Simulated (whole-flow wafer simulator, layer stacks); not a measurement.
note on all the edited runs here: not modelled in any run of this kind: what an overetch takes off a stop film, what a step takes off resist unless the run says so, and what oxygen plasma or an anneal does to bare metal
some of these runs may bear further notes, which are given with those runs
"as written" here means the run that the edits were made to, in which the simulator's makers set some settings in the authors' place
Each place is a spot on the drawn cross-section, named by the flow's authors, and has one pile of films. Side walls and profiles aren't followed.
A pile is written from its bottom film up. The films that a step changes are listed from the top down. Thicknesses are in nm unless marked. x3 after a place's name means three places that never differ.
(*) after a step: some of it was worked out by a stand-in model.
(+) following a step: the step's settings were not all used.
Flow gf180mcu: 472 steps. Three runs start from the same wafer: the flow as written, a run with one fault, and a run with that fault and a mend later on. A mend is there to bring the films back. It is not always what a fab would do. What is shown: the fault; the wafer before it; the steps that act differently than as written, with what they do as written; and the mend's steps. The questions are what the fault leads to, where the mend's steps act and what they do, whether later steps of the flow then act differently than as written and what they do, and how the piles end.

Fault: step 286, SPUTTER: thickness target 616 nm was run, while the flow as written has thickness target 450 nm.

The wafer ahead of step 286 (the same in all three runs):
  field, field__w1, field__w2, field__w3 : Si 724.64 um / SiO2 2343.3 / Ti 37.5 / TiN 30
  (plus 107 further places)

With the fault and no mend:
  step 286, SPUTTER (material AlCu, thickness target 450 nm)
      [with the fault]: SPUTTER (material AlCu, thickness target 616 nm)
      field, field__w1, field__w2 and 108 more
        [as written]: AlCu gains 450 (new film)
        [with the fault]: AlCu gains 616 (new film)
  Steps further on in the flow that do not act as written:
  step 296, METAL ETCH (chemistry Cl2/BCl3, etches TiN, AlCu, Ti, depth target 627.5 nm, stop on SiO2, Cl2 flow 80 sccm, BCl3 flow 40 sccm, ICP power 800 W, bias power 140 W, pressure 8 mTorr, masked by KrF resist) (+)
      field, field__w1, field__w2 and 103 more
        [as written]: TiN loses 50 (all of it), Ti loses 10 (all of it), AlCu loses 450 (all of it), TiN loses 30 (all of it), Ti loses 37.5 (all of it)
        [with the fault]: TiN loses 50 (all of it), Ti loses 10 (all of it), AlCu loses 567.5
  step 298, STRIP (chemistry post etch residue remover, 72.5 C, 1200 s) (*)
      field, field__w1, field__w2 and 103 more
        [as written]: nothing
        [with the fault]: AlCu loses 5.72
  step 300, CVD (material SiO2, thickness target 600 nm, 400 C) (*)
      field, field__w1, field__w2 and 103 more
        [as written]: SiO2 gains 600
        [with the fault]: SiO2 gains 600 (new film)
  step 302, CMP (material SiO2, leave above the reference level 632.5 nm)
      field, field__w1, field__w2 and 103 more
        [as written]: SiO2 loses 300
        [with the fault]: SiO2 loses 244.3
  The piles end different from the flow's at field, field__w1, field__w2 and 109 more by more than 2% or 0.5 nm, whichever is larger.
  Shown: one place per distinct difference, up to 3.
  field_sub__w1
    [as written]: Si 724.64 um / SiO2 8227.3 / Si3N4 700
    [with the fault]: Si 724.64 um / SiO2 2343.2 / Ti 37.5 / TiN 30 / AlCu 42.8 / SiO2 5939.7 / Si3N4 700
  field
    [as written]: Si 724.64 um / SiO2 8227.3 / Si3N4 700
    [with the fault]: Si 724.64 um / SiO2 2343.3 / Ti 37.5 / TiN 30 / AlCu 42.8 / SiO2 5939.7 / Si3N4 700
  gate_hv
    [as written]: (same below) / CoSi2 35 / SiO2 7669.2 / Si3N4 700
    [with the fault]: (same below) / CoSi2 35 / SiO2 1785.1 / Ti 37.5 / TiN 30 / AlCu 42.8 / SiO2 5939.7 / Si3N4 700

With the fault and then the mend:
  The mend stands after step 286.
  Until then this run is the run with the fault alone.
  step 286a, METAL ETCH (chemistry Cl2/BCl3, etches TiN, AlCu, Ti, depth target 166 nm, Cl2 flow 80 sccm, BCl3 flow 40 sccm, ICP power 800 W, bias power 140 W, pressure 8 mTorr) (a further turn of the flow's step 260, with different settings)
      field, field__w1, field__w2 and 108 more
        AlCu loses 166
  None of the later steps of the flow acts differently than as written at any place that is followed.
  By the end, the piles equal the flow's at every place that both follow.
